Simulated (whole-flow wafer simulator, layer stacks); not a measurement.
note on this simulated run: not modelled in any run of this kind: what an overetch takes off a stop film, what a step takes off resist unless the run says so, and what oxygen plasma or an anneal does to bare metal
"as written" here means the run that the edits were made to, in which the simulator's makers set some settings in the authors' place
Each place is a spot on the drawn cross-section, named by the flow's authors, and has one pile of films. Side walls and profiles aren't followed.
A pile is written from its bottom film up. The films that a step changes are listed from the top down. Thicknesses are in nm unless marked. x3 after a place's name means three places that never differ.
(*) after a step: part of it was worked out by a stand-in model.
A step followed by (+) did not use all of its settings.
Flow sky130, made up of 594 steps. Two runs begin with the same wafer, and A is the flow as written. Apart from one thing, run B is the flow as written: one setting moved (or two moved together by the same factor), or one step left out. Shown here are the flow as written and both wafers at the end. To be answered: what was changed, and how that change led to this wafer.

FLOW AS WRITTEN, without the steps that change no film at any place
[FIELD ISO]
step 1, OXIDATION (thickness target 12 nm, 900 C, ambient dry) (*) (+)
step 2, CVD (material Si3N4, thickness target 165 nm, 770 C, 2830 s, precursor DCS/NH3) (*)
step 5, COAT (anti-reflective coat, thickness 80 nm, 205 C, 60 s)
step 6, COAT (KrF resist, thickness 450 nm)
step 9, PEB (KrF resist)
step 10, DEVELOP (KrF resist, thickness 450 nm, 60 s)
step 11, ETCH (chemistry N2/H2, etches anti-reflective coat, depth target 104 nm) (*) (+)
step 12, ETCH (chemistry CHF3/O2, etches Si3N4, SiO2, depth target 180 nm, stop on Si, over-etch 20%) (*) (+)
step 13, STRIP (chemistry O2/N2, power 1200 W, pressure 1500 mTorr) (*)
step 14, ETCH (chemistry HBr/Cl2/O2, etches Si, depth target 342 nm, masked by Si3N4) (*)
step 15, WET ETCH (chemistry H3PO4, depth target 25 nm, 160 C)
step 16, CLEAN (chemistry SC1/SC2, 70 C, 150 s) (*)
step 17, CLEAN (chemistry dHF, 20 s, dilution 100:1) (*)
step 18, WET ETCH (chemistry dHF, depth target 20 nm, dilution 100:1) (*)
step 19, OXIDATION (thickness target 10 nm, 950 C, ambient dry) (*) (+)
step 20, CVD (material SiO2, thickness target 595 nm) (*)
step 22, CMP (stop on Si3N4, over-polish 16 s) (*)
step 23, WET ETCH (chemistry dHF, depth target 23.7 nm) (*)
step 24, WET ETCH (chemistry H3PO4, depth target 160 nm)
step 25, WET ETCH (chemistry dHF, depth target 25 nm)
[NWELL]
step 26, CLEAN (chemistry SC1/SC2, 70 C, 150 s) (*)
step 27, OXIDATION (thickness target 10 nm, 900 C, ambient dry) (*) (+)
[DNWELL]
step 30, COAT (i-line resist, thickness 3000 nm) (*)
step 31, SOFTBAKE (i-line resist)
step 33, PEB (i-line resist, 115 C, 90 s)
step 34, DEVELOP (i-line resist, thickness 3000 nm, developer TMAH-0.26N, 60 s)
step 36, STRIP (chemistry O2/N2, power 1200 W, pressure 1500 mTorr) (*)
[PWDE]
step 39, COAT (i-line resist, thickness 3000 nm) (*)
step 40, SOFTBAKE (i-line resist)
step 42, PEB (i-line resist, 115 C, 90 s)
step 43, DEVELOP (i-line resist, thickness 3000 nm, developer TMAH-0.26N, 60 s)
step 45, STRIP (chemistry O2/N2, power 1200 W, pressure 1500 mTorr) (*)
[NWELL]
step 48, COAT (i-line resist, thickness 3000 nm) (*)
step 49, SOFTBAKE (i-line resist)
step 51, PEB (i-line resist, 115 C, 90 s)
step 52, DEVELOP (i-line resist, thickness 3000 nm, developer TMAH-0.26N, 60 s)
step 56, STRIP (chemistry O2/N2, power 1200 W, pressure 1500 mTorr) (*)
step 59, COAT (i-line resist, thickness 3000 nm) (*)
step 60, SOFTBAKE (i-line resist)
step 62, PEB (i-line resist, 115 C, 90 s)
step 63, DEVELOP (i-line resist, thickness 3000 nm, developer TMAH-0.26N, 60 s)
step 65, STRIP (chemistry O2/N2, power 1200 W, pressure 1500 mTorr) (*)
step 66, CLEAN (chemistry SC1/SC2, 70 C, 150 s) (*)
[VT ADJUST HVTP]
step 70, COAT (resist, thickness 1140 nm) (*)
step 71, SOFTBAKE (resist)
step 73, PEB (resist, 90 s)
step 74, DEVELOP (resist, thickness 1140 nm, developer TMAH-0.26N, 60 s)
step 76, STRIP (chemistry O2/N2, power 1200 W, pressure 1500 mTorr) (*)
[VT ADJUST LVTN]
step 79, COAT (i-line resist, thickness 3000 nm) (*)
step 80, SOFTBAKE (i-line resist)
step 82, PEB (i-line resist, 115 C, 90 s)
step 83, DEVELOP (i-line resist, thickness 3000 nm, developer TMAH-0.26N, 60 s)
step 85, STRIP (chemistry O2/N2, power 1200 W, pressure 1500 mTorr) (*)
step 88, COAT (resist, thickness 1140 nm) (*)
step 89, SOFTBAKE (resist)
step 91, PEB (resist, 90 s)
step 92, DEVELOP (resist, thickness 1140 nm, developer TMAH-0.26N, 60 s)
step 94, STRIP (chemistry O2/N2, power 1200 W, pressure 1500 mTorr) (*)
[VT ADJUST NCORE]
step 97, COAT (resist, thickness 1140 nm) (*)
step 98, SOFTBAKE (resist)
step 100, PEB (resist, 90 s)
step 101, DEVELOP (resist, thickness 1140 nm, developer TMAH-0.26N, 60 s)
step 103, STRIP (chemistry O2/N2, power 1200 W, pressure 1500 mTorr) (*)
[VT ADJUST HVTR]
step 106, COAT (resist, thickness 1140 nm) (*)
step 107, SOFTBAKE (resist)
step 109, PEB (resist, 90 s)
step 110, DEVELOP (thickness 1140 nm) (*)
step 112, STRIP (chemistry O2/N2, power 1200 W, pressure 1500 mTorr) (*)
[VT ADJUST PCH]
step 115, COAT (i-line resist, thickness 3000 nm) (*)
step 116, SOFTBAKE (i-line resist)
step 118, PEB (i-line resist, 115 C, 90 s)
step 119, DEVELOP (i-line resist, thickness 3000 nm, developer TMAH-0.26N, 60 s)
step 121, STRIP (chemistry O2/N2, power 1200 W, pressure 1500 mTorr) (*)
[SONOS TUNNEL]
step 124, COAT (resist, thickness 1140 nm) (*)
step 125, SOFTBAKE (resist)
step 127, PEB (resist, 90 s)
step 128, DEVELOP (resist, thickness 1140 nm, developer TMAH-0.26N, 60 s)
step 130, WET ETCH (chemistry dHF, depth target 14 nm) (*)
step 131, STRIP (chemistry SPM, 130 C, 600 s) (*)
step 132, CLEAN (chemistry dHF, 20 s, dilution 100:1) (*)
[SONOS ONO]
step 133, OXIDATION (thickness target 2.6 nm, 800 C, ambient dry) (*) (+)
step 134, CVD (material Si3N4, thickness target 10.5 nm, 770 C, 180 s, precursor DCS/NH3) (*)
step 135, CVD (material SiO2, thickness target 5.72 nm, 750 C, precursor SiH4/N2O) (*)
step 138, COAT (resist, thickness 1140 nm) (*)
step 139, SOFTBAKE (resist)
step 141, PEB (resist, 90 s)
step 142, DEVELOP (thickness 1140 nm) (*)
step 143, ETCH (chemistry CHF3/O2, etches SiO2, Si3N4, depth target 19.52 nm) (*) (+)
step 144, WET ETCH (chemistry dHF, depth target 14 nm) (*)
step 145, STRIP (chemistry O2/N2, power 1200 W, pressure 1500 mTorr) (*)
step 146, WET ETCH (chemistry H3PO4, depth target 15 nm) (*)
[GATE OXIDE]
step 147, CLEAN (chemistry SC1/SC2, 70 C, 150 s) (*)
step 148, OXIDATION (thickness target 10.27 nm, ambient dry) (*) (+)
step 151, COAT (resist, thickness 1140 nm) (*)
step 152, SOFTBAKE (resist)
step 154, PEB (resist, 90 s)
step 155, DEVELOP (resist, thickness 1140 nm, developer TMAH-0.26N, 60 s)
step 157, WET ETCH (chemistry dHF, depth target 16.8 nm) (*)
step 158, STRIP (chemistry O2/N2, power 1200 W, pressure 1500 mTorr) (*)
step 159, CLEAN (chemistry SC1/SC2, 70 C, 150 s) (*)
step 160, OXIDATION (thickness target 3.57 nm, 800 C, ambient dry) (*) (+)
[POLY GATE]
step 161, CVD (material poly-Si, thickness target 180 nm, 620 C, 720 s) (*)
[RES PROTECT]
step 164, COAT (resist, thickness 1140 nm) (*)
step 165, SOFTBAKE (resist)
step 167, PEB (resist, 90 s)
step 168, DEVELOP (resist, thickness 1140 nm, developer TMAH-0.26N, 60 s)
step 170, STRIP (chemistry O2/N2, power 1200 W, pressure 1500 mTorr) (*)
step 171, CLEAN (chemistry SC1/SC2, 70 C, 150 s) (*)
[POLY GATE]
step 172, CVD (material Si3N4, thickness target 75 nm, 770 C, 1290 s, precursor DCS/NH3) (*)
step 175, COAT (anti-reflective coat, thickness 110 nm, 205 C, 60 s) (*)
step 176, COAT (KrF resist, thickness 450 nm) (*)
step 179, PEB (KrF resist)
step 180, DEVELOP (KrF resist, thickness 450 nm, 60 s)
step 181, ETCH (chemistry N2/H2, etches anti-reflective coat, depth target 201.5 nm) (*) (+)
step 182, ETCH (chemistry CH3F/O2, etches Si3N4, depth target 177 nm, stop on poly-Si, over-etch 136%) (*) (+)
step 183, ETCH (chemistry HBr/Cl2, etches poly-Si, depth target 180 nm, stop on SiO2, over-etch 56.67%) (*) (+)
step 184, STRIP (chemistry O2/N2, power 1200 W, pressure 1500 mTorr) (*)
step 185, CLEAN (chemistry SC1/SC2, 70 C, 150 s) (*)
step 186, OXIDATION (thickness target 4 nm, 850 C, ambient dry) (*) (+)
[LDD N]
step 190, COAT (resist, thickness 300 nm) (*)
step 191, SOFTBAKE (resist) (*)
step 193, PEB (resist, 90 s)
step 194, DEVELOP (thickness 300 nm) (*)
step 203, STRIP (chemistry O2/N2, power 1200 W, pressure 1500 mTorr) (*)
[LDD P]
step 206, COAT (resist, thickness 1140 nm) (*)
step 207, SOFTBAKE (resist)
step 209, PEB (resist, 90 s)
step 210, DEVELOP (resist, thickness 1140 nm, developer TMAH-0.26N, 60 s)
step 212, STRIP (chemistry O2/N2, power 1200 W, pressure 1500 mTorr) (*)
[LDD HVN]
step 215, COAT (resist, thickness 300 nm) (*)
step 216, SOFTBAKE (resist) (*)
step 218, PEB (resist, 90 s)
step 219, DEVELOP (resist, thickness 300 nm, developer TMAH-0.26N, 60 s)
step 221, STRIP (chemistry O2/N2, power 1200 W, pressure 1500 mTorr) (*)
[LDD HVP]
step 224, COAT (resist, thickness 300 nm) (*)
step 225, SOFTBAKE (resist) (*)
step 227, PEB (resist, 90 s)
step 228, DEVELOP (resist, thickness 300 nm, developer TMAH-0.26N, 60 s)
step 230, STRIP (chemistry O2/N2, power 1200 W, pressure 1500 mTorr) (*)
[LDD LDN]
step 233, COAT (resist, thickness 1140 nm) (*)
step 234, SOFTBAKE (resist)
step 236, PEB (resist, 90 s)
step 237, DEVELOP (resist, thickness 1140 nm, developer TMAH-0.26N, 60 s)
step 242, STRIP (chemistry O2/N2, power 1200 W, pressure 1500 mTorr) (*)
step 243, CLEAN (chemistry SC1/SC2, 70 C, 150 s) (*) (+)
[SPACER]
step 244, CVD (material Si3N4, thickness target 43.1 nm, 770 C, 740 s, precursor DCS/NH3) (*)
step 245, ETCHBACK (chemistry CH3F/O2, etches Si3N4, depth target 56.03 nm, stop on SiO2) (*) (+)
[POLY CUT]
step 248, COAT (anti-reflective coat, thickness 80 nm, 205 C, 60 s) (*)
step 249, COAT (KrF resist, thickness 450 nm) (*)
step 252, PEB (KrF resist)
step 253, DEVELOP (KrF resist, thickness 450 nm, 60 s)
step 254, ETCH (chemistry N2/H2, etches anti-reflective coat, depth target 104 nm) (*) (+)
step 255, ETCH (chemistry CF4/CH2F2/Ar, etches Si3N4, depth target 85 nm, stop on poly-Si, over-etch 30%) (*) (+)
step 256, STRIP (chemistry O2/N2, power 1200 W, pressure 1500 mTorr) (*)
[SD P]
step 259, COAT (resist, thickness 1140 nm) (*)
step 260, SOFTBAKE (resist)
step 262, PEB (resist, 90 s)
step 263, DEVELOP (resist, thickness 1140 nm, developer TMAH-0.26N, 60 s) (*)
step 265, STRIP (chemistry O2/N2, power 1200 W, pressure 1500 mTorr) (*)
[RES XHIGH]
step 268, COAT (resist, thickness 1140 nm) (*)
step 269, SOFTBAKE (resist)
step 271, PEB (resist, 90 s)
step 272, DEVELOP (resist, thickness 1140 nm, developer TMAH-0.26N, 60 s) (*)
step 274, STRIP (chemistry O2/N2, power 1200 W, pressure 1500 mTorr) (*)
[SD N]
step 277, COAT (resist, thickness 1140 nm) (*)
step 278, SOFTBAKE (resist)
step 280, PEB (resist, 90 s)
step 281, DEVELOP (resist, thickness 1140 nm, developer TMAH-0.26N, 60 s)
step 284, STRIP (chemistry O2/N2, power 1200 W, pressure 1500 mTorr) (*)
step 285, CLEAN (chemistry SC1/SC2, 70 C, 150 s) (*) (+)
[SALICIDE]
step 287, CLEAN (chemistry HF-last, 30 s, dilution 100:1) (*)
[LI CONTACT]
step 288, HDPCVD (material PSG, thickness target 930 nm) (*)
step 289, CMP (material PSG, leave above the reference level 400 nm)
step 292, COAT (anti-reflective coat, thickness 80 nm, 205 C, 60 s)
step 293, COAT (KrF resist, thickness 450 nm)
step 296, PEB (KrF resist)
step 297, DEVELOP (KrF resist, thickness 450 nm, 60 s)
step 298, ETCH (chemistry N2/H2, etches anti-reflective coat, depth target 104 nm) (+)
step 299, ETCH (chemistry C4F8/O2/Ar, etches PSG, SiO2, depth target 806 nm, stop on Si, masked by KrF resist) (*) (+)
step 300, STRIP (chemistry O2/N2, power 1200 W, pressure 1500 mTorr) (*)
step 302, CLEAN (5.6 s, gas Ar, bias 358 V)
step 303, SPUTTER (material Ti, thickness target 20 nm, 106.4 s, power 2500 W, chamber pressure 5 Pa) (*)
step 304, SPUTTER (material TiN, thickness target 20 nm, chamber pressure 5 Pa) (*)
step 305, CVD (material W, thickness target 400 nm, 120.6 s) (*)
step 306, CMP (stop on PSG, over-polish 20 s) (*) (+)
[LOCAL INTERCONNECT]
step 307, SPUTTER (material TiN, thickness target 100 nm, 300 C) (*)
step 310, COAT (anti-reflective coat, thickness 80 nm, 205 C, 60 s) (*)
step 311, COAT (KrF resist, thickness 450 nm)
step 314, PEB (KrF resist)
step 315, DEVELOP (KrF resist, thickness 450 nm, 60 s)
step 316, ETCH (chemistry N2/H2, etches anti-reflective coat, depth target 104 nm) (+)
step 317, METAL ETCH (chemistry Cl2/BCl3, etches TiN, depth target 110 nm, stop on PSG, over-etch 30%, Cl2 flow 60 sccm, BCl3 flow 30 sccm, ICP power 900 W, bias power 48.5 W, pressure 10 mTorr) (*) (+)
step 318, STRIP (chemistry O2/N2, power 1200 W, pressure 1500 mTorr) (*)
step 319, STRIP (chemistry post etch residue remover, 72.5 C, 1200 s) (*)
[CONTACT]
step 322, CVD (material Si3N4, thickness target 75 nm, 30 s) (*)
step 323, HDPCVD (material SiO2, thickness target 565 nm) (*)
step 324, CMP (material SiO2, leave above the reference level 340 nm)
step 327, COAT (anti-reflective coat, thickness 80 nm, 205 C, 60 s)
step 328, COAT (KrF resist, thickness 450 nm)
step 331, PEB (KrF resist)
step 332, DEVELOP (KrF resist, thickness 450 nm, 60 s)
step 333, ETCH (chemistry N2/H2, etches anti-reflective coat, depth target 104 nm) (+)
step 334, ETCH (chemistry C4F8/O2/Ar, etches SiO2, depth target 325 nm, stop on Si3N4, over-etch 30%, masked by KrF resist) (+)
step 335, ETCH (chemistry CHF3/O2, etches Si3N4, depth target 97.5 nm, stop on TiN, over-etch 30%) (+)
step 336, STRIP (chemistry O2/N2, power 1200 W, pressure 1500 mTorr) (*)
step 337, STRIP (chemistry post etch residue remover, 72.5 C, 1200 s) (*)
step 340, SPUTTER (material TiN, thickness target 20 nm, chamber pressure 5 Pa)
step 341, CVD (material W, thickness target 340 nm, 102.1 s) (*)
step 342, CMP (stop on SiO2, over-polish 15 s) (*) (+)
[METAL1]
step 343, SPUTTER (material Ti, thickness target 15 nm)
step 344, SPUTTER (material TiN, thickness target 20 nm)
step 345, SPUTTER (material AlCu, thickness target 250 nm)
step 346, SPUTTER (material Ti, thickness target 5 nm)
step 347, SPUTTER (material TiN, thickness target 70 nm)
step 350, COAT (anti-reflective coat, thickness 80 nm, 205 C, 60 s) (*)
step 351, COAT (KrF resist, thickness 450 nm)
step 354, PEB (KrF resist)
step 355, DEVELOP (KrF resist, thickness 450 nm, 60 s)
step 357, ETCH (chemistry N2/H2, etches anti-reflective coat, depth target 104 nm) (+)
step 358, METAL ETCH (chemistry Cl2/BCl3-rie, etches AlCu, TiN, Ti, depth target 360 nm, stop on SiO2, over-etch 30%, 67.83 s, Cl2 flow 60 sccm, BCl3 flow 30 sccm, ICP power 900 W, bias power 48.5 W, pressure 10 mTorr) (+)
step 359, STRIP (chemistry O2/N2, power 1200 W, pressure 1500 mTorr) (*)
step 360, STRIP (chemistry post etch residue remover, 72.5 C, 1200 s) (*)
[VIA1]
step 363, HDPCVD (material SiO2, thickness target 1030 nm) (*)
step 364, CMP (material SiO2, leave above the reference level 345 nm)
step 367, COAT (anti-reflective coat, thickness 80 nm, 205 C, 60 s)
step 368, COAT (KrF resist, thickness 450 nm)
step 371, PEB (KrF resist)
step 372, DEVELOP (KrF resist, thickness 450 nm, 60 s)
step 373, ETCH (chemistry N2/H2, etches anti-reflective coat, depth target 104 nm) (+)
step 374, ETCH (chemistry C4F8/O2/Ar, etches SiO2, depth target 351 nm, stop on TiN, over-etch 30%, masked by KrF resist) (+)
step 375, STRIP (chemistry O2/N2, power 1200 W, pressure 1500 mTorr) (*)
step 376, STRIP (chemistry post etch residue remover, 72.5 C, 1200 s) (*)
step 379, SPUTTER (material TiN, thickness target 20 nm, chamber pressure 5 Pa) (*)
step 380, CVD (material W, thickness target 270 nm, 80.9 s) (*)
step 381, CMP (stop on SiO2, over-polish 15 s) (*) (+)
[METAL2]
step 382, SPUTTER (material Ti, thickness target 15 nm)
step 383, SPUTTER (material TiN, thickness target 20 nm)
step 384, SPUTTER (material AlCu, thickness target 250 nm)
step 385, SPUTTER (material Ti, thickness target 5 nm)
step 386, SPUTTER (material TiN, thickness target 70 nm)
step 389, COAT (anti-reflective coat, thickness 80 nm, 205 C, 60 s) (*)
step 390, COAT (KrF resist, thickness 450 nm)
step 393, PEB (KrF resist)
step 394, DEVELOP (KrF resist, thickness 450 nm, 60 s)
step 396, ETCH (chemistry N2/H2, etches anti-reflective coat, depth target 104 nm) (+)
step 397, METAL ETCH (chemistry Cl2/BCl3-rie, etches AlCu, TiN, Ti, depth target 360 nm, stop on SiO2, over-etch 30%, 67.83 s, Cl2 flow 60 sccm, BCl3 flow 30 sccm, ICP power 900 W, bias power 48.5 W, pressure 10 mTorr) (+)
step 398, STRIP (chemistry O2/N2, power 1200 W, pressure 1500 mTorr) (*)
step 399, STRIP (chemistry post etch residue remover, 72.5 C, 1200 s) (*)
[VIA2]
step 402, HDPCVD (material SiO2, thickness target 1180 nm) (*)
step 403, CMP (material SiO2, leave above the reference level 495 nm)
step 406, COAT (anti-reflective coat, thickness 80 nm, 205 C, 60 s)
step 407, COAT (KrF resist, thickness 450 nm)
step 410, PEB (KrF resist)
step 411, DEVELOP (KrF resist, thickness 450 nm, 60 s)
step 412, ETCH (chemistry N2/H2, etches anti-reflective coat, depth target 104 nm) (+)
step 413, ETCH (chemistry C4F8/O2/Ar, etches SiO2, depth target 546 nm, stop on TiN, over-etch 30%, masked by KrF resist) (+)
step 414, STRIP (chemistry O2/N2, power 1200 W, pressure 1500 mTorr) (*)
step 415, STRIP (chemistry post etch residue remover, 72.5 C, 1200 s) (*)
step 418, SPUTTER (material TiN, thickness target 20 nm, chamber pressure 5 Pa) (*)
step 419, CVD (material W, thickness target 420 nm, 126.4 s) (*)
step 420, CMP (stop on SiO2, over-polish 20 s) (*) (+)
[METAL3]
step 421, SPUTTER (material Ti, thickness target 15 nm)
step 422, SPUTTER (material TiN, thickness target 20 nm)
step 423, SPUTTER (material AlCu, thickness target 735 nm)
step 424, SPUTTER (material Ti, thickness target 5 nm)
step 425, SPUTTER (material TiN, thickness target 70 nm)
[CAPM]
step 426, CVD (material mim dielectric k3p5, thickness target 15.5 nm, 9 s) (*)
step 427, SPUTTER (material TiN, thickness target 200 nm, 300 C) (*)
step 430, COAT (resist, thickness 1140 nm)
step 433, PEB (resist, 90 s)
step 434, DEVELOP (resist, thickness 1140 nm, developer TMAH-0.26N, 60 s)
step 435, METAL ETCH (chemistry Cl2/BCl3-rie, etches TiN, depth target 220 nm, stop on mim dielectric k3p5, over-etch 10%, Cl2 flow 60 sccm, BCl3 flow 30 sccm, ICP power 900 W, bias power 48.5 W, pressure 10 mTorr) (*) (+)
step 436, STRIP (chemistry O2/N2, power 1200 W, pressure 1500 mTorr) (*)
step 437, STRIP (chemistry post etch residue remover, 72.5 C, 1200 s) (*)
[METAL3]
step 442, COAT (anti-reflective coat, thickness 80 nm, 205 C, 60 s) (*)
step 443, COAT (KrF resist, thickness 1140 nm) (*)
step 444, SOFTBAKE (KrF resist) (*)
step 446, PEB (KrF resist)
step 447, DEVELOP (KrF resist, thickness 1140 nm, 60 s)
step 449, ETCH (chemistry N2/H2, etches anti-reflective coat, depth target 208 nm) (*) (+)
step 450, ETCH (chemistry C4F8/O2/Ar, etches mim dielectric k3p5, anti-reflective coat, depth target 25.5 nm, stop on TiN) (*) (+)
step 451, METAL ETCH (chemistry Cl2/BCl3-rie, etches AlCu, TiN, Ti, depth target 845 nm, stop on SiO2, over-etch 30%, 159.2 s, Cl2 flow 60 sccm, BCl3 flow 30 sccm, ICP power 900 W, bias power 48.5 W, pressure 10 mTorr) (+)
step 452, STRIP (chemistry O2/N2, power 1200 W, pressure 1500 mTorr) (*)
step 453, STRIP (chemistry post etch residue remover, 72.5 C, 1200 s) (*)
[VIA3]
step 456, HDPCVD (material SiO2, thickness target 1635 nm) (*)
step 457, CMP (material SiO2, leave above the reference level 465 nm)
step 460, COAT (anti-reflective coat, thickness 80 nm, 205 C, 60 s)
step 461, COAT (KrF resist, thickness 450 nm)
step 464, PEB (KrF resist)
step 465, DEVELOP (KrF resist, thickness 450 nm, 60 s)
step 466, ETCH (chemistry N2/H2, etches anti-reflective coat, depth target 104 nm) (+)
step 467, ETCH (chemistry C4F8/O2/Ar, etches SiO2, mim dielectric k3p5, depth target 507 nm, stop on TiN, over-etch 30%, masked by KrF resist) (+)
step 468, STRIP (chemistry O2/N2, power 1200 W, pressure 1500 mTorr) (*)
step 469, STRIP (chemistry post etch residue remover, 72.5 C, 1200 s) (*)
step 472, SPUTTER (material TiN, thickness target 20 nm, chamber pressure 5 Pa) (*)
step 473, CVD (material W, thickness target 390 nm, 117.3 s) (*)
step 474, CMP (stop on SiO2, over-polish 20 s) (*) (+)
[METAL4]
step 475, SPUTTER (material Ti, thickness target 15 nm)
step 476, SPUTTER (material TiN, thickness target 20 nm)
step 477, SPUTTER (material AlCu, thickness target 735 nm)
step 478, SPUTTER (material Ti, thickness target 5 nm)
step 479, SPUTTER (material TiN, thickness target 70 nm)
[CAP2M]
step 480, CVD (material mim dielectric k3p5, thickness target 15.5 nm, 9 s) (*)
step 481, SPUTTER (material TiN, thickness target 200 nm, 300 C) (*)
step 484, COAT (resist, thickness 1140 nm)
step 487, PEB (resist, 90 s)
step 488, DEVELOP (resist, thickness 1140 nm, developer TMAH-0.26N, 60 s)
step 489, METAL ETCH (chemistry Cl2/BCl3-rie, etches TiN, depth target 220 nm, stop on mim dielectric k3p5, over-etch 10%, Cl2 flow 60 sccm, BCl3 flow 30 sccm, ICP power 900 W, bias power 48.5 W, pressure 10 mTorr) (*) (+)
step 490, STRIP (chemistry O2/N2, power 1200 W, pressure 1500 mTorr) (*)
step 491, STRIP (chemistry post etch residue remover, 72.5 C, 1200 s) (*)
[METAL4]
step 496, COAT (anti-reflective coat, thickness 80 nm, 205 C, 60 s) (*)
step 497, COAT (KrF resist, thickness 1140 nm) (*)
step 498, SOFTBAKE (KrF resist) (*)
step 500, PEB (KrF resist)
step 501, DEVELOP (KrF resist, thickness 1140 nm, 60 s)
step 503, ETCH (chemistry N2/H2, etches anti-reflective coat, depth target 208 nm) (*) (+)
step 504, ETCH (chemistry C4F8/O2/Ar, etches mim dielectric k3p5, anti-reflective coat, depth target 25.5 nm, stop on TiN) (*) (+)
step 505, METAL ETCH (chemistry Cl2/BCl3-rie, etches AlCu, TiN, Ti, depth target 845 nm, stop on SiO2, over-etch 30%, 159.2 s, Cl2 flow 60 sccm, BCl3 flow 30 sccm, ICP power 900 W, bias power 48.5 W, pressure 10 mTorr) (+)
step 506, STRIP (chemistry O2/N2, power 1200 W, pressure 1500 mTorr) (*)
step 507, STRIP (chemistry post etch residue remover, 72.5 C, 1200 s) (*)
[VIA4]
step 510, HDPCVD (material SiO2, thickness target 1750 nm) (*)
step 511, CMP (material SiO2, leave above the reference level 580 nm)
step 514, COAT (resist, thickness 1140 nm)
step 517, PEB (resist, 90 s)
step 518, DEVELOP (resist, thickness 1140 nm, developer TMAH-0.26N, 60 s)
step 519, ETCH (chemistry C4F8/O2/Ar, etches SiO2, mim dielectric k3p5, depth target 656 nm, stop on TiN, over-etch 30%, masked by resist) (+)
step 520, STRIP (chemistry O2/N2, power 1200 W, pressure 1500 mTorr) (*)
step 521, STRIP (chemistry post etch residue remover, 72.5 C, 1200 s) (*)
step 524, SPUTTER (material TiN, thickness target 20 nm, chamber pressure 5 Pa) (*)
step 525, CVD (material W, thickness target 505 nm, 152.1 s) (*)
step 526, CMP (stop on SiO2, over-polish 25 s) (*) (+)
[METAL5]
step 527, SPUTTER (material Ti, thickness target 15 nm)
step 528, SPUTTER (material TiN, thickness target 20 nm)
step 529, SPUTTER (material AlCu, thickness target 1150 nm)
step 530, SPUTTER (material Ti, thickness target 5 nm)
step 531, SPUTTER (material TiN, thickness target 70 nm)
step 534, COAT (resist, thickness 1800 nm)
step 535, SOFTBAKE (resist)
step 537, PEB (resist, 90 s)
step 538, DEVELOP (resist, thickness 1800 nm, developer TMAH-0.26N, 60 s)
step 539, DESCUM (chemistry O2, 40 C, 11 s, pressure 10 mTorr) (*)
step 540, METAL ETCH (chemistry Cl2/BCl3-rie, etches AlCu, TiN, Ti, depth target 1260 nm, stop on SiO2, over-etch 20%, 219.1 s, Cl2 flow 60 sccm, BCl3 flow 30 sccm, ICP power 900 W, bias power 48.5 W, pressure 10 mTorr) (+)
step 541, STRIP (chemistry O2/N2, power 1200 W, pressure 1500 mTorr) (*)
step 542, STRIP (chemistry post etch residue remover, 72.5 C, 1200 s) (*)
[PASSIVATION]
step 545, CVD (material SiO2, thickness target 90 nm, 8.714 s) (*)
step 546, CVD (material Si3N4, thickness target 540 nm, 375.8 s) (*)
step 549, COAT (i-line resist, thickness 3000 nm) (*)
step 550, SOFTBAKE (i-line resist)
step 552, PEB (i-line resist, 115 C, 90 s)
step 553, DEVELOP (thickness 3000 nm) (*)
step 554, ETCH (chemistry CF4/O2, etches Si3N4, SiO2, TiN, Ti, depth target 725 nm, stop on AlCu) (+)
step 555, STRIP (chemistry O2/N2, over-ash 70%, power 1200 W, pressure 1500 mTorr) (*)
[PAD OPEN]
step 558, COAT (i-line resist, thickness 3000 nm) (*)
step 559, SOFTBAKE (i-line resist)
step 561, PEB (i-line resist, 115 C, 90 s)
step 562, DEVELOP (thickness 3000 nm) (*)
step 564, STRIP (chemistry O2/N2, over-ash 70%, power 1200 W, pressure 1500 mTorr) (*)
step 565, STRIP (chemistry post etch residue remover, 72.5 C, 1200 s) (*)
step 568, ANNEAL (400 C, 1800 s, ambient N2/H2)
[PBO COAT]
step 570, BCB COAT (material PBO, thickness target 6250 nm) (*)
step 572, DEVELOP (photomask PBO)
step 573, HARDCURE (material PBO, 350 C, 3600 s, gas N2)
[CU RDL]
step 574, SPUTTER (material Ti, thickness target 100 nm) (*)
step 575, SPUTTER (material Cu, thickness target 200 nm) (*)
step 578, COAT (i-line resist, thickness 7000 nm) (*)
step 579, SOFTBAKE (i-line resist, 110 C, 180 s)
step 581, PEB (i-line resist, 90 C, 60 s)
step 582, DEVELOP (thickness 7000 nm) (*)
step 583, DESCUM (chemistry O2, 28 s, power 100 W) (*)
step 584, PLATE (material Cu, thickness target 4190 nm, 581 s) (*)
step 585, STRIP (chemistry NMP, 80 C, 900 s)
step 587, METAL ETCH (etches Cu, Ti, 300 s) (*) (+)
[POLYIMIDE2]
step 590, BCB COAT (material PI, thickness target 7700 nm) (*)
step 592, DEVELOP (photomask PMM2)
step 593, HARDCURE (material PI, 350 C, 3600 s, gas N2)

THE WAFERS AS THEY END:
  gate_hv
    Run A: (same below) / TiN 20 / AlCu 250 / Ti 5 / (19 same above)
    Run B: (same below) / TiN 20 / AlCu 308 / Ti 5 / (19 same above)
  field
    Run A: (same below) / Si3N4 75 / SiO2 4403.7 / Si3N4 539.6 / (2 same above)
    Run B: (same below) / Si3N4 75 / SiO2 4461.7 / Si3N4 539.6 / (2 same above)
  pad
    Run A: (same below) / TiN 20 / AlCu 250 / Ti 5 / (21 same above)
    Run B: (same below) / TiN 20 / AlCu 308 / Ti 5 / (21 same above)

What caused this: step 384, SPUTTER: thickness target 308 nm was run, though the flow has thickness target 250 nm.
The wafer itself shows it: gate_hv has AlCu 308, and step 384 as written asks for 250 nm.

The path from the change to this, step by step:
  step 384, SPUTTER (material AlCu, thickness target 250 nm)
      field, active, n_well and 188 more: A +250 AlCu (new film) | B +308 AlCu (new film)
  step 397, METAL ETCH (chemistry Cl2/BCl3-rie, etches AlCu, TiN, Ti, depth target 360 nm, stop on SiO2, over-etch 30%, 67.83 s, Cl2 flow 60 sccm, BCl3 flow 30 sccm, ICP power 900 W, bias power 48.5 W, pressure 10 mTorr) (+)
      field, active, gate and 82 more: A -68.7 TiN (all of it), -5 Ti (all of it), -250 AlCu (all of it), -20 TiN (all of it), -15 Ti (all of it), -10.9 SiO2 | B -68.7 TiN (all of it), -5 Ti (all of it), -308 AlCu (all of it), -20 TiN (all of it), -15 Ti (all of it), -5.13 SiO2
  step 403, CMP (material SiO2, leave above the reference level 495 nm)
      field, active, gate and 82 more: A -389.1 SiO2 | B -336.9 SiO2
